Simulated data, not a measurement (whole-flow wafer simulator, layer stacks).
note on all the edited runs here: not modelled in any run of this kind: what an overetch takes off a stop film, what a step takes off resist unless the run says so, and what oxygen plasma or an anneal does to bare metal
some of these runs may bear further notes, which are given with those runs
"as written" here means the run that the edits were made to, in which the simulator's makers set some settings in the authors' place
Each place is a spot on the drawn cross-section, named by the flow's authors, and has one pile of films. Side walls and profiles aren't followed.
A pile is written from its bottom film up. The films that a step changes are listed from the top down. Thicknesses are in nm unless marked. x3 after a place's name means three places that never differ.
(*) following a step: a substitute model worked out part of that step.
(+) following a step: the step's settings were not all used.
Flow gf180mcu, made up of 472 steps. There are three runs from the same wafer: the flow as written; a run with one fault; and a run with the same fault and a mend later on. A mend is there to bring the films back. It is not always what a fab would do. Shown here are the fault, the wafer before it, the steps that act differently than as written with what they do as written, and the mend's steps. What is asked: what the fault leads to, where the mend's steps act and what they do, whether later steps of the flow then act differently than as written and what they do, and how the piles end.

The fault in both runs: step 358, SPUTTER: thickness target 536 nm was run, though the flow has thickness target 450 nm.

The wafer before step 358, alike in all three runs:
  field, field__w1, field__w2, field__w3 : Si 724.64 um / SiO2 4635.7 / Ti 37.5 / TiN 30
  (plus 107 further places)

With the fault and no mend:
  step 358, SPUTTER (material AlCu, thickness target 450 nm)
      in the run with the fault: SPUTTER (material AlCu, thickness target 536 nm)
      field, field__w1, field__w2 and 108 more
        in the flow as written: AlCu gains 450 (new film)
        in the run with the fault: AlCu gains 536 (new film)
  Steps later in the flow that act otherwise than as written:
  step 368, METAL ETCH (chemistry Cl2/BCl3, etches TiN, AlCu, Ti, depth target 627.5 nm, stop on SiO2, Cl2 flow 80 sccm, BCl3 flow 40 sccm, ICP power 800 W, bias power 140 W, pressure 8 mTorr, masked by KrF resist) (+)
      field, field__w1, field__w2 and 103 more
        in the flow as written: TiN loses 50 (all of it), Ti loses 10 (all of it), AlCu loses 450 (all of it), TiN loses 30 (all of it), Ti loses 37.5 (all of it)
        in the run with the fault: TiN loses 50 (all of it), Ti loses 10 (all of it), AlCu loses 536 (all of it), TiN loses 30 (all of it), Ti loses 1.5
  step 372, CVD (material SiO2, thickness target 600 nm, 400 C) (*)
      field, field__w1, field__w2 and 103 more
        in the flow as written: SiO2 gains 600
        in the run with the fault: SiO2 gains 600 (new film)
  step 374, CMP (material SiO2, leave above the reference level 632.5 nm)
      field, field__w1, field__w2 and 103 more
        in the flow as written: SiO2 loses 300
        in the run with the fault: SiO2 loses 250
  By the end, the piles at field, field__w1, field__w2 and 109 more depart from the flow's by more than 2% or 0.5 nm, whichever is larger.
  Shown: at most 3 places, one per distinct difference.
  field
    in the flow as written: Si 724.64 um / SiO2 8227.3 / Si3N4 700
    in the run with the fault: Si 724.64 um / SiO2 4635.7 / Ti 36 / SiO2 3641.6 / Si3N4 700
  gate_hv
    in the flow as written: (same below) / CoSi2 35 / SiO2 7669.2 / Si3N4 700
    in the run with the fault: (same below) / CoSi2 35 / SiO2 4077.6 / Ti 36 / SiO2 3641.6 / Si3N4 700
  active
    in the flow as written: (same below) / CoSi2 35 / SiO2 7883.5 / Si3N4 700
    in the run with the fault: (same below) / CoSi2 35 / SiO2 4291.9 / Ti 36 / SiO2 3641.6 / Si3N4 700

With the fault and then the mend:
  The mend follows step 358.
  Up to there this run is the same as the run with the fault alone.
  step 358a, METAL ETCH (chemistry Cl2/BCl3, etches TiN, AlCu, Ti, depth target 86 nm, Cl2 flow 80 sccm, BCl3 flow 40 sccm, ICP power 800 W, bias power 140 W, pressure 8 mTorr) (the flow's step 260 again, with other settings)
      field, field__w1, field__w2 and 108 more
        AlCu loses 86
  Later steps of the flow that are run all act as written at every place that is followed.
  The piles end the same as the flow's at every place that both follow.
